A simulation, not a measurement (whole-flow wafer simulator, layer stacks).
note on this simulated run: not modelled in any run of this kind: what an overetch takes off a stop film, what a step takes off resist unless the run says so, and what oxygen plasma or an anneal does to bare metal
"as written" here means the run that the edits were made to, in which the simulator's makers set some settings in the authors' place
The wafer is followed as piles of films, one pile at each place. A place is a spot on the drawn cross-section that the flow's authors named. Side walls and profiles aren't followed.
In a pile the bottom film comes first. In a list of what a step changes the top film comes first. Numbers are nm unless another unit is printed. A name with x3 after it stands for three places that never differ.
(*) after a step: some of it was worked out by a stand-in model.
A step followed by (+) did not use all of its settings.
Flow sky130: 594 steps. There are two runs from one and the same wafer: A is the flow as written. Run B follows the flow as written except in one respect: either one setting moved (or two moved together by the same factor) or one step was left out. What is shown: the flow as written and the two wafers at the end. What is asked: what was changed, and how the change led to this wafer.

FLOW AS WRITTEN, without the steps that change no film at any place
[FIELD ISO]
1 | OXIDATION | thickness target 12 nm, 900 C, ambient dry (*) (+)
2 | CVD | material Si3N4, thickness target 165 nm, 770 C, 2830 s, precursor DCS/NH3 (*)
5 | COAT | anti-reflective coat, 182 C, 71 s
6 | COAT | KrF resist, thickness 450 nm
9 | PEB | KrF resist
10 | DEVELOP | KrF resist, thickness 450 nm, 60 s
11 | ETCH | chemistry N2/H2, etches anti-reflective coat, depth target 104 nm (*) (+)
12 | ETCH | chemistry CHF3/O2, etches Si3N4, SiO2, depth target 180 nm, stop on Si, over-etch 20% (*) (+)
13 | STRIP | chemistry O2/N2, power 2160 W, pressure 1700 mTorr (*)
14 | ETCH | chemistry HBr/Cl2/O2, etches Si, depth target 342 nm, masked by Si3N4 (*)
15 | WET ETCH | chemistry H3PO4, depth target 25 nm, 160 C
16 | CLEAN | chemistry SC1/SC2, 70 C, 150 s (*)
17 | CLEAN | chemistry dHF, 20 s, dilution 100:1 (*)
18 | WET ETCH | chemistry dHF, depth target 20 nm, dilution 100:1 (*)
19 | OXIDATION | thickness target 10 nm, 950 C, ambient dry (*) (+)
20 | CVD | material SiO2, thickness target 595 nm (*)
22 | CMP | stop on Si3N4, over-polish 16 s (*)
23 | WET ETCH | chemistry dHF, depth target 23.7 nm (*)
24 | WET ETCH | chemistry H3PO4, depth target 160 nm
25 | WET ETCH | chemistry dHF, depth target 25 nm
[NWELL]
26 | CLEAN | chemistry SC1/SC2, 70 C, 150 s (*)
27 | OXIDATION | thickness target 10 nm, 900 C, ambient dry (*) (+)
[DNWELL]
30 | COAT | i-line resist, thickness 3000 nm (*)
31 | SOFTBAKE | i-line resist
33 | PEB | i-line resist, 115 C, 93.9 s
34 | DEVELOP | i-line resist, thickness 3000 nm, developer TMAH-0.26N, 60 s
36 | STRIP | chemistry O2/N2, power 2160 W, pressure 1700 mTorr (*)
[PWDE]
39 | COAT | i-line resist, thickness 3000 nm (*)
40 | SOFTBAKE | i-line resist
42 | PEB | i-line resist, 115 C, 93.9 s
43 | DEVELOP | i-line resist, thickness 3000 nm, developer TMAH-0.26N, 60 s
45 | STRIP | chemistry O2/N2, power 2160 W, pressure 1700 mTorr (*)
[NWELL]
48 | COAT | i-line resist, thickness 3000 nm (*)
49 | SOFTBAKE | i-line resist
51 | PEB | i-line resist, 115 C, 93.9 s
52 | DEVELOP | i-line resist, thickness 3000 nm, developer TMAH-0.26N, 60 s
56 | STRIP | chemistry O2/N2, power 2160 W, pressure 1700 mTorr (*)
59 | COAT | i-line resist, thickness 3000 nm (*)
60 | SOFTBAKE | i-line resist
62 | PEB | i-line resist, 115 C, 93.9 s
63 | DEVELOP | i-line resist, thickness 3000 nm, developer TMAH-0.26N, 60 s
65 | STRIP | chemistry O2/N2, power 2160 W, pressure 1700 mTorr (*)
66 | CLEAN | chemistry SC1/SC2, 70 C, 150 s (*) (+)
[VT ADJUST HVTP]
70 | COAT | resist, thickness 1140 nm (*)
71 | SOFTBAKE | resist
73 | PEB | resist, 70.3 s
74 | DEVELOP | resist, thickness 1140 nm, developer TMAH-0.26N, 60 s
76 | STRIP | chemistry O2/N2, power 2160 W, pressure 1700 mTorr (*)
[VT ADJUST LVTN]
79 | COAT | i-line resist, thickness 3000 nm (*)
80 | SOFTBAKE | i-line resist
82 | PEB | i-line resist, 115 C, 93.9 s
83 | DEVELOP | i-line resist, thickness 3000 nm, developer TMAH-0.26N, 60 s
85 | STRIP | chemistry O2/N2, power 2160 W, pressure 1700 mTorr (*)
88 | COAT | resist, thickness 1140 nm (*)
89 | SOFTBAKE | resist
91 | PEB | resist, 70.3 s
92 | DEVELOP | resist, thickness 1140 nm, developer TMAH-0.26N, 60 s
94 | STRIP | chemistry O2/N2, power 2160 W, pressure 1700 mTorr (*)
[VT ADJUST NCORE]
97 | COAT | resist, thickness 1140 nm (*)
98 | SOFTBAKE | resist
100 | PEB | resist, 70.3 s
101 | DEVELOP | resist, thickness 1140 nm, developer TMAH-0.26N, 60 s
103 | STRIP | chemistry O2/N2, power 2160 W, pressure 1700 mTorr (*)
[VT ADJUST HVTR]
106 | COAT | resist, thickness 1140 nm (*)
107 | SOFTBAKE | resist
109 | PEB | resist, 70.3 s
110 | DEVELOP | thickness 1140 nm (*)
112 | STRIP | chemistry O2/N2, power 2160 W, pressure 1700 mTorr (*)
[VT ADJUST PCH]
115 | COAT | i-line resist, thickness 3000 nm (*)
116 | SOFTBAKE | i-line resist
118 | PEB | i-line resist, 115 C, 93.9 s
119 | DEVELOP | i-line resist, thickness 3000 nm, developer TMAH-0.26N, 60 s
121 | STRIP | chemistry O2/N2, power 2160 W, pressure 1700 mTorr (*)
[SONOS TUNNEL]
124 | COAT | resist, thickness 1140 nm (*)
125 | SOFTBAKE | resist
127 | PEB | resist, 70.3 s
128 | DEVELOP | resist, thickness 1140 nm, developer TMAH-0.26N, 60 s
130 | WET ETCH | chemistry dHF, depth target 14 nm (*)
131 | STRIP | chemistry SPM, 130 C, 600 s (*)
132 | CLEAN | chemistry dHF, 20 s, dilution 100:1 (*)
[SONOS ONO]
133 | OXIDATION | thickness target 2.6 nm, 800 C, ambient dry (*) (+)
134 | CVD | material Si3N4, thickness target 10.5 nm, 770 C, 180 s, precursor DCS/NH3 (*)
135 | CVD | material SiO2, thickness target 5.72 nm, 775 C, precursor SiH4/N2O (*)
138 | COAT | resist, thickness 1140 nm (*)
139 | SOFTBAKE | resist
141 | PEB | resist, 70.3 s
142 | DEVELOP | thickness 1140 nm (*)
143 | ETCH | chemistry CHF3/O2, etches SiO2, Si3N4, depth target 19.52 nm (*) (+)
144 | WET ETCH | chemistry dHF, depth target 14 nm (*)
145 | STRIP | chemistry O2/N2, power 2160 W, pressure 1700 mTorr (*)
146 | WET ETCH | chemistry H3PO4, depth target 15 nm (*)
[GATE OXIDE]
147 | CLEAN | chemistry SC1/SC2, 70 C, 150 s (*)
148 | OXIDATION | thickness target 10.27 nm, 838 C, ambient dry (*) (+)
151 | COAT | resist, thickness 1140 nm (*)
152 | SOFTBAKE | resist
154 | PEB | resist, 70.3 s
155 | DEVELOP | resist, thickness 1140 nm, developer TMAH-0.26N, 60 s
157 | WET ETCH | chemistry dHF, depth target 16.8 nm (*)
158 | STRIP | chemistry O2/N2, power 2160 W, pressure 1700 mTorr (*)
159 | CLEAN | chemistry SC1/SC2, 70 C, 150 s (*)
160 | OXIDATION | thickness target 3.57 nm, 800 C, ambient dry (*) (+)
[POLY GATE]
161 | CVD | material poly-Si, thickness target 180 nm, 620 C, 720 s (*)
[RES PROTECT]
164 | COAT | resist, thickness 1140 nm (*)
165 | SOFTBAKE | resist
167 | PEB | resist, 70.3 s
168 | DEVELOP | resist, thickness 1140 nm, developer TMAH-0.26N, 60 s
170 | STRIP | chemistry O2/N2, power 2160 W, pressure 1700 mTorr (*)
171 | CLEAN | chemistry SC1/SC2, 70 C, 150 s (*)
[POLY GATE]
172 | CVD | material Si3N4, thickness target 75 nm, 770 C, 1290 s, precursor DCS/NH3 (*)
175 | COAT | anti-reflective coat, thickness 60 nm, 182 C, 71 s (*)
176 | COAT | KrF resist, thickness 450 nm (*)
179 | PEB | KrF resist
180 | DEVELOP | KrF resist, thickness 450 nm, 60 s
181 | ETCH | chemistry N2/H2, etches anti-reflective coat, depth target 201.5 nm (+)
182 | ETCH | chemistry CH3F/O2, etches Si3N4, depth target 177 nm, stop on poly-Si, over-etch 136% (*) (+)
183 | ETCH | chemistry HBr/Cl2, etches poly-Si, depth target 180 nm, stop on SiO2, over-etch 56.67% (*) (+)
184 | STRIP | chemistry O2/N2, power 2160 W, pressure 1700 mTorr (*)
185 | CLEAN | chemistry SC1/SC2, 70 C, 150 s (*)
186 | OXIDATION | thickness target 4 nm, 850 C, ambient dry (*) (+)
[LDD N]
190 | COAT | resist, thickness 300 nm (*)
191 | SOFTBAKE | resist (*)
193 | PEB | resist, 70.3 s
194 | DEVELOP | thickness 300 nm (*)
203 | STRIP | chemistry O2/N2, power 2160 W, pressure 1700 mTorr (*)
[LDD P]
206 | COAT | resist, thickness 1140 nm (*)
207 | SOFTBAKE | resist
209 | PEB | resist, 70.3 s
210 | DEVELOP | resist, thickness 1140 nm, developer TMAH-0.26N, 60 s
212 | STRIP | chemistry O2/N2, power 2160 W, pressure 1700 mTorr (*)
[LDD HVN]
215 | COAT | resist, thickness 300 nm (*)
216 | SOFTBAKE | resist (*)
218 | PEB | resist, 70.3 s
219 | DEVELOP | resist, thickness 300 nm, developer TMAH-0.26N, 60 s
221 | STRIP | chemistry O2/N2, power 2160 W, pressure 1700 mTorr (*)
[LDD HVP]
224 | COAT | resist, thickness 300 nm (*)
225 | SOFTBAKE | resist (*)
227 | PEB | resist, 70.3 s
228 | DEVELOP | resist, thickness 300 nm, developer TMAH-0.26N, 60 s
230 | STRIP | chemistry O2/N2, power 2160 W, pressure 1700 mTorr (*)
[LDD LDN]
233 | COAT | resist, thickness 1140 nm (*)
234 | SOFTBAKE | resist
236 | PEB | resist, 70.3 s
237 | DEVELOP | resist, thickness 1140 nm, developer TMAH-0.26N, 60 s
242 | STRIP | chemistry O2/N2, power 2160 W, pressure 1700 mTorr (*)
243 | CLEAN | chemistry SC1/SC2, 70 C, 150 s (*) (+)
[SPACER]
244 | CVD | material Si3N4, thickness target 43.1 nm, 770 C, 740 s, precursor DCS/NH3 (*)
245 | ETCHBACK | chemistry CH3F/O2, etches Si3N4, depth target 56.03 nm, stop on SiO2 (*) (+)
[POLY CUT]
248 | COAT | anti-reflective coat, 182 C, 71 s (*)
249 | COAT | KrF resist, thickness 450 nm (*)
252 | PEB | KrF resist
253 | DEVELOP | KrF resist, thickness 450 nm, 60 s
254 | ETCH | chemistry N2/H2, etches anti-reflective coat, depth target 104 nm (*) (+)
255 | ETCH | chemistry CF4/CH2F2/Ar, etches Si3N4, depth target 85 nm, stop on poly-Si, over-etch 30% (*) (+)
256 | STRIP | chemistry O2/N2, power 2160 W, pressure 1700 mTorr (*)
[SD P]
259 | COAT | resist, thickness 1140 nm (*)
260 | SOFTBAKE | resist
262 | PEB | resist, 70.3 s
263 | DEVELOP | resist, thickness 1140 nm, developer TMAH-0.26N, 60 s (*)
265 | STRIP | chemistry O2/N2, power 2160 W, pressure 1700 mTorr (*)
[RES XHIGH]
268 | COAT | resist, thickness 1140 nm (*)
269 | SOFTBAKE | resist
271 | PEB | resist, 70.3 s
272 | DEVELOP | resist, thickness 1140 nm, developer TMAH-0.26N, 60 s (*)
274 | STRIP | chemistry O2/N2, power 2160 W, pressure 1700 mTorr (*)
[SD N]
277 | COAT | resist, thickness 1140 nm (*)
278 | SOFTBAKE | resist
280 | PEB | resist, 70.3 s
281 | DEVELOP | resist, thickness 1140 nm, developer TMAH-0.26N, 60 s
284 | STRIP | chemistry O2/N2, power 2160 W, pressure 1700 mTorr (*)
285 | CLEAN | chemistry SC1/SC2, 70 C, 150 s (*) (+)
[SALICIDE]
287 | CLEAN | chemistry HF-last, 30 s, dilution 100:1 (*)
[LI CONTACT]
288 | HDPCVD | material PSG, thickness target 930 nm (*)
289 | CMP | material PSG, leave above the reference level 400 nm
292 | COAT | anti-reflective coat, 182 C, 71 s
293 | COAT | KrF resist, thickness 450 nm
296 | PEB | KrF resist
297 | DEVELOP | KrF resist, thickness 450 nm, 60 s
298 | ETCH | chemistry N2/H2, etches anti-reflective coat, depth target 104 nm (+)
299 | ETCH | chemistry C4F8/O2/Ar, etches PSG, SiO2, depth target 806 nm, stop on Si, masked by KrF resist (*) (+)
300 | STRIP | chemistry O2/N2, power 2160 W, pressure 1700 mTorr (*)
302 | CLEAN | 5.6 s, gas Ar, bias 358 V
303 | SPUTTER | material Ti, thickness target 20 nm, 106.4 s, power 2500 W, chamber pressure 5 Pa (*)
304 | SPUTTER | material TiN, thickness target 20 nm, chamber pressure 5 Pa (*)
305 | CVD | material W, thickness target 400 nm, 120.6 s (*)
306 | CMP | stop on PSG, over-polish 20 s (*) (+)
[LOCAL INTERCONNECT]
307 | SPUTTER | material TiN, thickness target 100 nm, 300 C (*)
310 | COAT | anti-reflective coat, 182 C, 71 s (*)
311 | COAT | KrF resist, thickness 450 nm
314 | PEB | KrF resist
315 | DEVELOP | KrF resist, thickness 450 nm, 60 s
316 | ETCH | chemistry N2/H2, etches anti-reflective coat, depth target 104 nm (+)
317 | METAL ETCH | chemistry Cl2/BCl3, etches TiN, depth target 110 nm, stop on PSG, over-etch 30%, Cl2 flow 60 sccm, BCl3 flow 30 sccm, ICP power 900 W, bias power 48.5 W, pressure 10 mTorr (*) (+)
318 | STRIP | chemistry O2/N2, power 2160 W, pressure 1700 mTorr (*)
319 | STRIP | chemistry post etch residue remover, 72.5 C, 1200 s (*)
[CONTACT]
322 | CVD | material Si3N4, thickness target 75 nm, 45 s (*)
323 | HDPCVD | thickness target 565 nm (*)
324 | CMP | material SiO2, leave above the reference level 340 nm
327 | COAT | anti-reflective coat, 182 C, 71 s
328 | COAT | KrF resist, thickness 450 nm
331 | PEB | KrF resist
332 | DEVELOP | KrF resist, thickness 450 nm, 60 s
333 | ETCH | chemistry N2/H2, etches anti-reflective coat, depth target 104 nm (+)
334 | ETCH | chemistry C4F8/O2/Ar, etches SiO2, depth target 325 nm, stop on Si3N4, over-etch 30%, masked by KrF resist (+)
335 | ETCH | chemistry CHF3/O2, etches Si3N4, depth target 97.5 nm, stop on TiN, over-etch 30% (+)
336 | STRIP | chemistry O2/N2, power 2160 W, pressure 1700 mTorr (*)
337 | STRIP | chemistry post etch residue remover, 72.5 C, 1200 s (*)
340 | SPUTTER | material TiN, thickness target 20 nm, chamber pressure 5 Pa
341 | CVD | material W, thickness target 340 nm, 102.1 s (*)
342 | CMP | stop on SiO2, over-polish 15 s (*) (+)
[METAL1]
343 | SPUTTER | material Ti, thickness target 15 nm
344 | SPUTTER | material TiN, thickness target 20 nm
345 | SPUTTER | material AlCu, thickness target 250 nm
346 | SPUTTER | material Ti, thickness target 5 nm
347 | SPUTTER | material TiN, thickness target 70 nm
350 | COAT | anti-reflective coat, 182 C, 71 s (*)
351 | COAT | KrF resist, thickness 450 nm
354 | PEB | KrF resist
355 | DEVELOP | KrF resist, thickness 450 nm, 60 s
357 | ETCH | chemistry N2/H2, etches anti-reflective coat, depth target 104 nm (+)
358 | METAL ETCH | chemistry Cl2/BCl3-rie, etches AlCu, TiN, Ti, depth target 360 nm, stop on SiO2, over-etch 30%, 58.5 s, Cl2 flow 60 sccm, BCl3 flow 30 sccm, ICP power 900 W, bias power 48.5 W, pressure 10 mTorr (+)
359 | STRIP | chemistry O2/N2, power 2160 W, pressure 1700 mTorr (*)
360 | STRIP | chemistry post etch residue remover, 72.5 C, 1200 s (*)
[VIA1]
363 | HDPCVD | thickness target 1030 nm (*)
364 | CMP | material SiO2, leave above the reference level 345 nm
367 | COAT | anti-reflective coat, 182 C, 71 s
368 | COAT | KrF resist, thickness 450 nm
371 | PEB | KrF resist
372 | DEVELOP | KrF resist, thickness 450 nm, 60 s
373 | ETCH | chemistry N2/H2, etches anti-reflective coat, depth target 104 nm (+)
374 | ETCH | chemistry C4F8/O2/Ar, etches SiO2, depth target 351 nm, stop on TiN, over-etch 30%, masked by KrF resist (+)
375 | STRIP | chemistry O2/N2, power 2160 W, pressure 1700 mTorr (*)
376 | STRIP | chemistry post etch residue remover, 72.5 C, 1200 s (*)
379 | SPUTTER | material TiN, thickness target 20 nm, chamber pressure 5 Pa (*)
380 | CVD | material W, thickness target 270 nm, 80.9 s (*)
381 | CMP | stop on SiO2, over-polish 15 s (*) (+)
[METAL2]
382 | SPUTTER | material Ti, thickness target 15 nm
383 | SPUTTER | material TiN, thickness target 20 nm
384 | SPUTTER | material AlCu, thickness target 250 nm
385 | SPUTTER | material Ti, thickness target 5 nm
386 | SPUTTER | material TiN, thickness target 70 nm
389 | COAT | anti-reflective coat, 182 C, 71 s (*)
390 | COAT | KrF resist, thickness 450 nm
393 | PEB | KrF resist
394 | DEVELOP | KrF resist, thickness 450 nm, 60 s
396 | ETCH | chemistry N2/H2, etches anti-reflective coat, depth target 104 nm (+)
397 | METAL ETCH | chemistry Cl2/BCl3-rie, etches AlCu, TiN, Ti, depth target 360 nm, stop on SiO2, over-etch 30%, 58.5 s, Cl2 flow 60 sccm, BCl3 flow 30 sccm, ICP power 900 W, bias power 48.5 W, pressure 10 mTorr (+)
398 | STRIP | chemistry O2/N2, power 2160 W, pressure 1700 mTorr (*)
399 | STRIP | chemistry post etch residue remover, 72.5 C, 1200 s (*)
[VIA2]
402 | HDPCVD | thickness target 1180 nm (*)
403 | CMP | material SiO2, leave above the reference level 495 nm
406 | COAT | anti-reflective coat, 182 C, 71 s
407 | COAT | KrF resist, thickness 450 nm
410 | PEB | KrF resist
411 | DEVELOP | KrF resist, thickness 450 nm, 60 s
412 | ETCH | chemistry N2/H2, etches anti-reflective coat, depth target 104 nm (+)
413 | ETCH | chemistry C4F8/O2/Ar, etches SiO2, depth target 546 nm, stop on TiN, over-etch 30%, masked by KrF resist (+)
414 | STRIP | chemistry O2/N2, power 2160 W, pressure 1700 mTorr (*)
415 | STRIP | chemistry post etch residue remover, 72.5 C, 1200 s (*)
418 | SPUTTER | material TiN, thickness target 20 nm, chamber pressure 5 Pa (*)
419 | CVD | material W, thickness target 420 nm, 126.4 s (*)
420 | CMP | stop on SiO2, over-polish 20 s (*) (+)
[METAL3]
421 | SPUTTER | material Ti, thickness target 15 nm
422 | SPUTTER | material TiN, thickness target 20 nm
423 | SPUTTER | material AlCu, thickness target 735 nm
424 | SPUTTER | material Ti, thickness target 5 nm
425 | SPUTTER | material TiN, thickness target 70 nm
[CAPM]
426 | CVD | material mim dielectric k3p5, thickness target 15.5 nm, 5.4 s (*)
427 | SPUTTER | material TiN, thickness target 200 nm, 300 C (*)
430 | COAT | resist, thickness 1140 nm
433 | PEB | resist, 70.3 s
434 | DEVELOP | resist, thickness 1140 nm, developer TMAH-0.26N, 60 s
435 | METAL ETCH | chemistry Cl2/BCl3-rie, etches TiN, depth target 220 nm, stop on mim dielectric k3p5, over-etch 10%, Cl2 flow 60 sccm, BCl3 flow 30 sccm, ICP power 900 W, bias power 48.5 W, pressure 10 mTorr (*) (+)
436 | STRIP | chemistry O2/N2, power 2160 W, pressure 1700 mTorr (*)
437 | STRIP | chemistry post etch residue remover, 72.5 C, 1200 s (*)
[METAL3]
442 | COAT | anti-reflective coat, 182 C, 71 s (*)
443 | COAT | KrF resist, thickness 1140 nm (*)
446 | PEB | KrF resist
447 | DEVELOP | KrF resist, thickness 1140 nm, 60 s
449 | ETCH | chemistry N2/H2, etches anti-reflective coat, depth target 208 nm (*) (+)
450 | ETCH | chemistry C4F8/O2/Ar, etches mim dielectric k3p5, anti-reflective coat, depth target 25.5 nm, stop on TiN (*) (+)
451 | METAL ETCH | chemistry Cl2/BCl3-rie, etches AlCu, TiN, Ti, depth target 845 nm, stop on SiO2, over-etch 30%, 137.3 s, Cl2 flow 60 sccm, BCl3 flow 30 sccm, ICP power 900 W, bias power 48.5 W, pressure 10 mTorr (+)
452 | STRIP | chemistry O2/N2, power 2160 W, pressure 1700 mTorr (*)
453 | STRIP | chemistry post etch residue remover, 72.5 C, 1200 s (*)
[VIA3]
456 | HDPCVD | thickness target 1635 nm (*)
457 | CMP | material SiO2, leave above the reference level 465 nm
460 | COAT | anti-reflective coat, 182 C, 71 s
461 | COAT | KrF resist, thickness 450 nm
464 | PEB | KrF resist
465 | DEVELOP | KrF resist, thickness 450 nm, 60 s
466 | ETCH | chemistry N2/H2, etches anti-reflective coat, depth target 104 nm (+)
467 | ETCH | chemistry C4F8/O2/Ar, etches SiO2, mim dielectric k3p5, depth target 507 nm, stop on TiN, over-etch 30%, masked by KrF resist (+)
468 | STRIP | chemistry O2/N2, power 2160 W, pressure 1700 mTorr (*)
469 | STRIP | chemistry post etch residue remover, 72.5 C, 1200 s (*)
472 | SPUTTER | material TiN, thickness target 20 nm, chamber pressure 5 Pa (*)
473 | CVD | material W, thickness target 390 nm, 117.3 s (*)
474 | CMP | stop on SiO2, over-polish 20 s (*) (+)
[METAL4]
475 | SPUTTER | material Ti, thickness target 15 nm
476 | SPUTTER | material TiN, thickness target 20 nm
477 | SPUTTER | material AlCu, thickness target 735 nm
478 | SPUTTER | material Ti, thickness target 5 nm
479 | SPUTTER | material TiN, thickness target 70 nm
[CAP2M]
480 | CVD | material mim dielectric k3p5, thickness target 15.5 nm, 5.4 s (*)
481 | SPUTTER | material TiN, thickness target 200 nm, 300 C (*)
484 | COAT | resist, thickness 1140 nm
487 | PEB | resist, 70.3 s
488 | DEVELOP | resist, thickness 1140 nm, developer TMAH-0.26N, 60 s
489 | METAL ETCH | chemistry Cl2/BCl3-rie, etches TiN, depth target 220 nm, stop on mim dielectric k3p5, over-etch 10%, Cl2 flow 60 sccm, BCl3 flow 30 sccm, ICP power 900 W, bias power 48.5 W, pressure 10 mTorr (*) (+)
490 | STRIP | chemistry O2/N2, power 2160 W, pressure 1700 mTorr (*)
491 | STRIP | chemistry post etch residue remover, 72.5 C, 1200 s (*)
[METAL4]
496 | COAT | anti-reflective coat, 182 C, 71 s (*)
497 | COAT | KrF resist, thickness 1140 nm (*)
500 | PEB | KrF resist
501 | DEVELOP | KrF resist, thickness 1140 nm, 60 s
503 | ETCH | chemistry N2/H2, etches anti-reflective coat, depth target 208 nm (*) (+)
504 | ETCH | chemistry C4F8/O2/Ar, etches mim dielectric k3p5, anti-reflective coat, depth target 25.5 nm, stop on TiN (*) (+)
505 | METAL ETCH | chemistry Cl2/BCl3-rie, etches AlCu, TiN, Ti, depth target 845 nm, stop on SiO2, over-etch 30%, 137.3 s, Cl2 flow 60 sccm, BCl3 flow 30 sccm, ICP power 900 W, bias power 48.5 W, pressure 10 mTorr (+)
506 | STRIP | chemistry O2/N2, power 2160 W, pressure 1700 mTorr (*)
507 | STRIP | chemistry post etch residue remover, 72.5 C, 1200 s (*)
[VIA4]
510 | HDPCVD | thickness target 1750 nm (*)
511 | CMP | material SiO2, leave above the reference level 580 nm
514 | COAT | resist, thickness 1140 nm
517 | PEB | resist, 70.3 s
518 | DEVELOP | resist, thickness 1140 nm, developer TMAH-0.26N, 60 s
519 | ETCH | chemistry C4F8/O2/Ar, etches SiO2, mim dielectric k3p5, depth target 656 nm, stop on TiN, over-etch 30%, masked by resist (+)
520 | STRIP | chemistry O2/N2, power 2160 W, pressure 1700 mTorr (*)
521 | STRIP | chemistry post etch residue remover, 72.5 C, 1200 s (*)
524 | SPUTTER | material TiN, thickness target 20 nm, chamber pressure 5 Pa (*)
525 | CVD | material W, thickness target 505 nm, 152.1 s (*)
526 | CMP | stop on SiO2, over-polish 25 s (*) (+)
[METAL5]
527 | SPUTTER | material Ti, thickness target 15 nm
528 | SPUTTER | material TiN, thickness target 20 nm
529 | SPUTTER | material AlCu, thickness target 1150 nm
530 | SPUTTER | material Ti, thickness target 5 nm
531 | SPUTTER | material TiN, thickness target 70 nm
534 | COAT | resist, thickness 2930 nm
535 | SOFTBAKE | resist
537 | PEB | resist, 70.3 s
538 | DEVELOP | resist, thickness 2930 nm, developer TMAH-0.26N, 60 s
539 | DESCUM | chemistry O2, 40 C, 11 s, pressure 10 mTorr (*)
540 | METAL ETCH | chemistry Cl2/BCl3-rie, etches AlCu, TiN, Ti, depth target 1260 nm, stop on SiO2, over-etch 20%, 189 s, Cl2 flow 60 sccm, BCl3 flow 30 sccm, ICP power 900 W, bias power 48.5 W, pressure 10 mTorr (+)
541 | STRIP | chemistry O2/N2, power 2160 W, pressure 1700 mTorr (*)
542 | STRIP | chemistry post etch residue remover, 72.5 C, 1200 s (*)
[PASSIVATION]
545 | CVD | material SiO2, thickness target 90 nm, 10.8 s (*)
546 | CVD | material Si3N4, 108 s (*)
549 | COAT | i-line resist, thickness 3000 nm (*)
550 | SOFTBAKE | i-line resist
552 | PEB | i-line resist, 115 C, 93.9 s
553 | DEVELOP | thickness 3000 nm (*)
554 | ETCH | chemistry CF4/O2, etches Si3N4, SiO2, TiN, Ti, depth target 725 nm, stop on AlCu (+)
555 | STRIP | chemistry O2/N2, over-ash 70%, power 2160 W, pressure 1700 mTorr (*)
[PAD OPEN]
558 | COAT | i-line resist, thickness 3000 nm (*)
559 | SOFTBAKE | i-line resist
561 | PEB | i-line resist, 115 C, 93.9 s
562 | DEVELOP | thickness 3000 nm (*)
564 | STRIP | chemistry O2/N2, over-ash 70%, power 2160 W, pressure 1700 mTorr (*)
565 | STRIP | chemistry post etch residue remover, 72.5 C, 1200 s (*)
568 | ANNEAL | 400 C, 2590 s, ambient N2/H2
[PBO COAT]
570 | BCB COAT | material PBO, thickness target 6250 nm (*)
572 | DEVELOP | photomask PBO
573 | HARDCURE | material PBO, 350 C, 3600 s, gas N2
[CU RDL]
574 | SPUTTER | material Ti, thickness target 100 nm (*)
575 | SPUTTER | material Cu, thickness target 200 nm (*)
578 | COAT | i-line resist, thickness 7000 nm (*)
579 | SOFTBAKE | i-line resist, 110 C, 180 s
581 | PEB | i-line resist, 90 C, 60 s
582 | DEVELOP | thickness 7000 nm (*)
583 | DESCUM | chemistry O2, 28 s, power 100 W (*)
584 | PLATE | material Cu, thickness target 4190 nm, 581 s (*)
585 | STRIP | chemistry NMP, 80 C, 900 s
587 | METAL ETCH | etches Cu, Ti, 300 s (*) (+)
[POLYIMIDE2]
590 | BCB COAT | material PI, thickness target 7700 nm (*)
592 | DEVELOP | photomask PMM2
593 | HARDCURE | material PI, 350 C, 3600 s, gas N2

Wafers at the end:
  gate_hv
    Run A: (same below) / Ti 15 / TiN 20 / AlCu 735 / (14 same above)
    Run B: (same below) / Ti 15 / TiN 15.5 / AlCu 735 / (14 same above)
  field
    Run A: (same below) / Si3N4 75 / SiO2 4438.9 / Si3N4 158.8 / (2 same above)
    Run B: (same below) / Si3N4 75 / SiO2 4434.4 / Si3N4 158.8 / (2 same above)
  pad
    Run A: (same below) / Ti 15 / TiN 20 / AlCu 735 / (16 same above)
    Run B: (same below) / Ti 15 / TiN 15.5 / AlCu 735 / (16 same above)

Cause: step 422, SPUTTER: thickness target 15.5 nm was run, whereas the flow has thickness target 20 nm.
The wafer lets one read it off: gate_hv has TiN 15.5, and step 422 as written asks for 20 nm.

The path from the change to this, step by step:
  422 | SPUTTER | material TiN, thickness target 20 nm
      field, active, n_well and 188 more: A TiN gains 20 (new film) | B TiN gains 15.5 (new film)
  451 | METAL ETCH | chemistry Cl2/BCl3-rie, etches AlCu, TiN, Ti, depth target 845 nm, stop on SiO2, over-etch 30%, 137.3 s, Cl2 flow 60 sccm, BCl3 flow 30 sccm, ICP power 900 W, bias power 48.5 W, pressure 10 mTorr (+)
      field, gate, spacer and 68 more: A TiN loses 70 (all of it), Ti loses 5 (all of it), AlCu loses 735 (all of it), TiN loses 20 (all of it), Ti loses 15 (all of it), SiO2 loses 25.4 | B TiN loses 70 (all of it), Ti loses 5 (all of it), AlCu loses 735 (all of it), TiN loses 15.5 (all of it), Ti loses 15 (all of it), SiO2 loses 25.8
      active, vpp_ln, vpp_iso2 and 11 more: A TiN loses 70 (all of it), Ti loses 5 (all of it), AlCu loses 735 (all of it), TiN loses 20 (all of it), Ti loses 15 (all of it), SiO2 loses 25.3 | B TiN loses 70 (all of it), Ti loses 5 (all of it), AlCu loses 735 (all of it), TiN loses 15.5 (all of it), Ti loses 15 (all of it), SiO2 loses 25.8
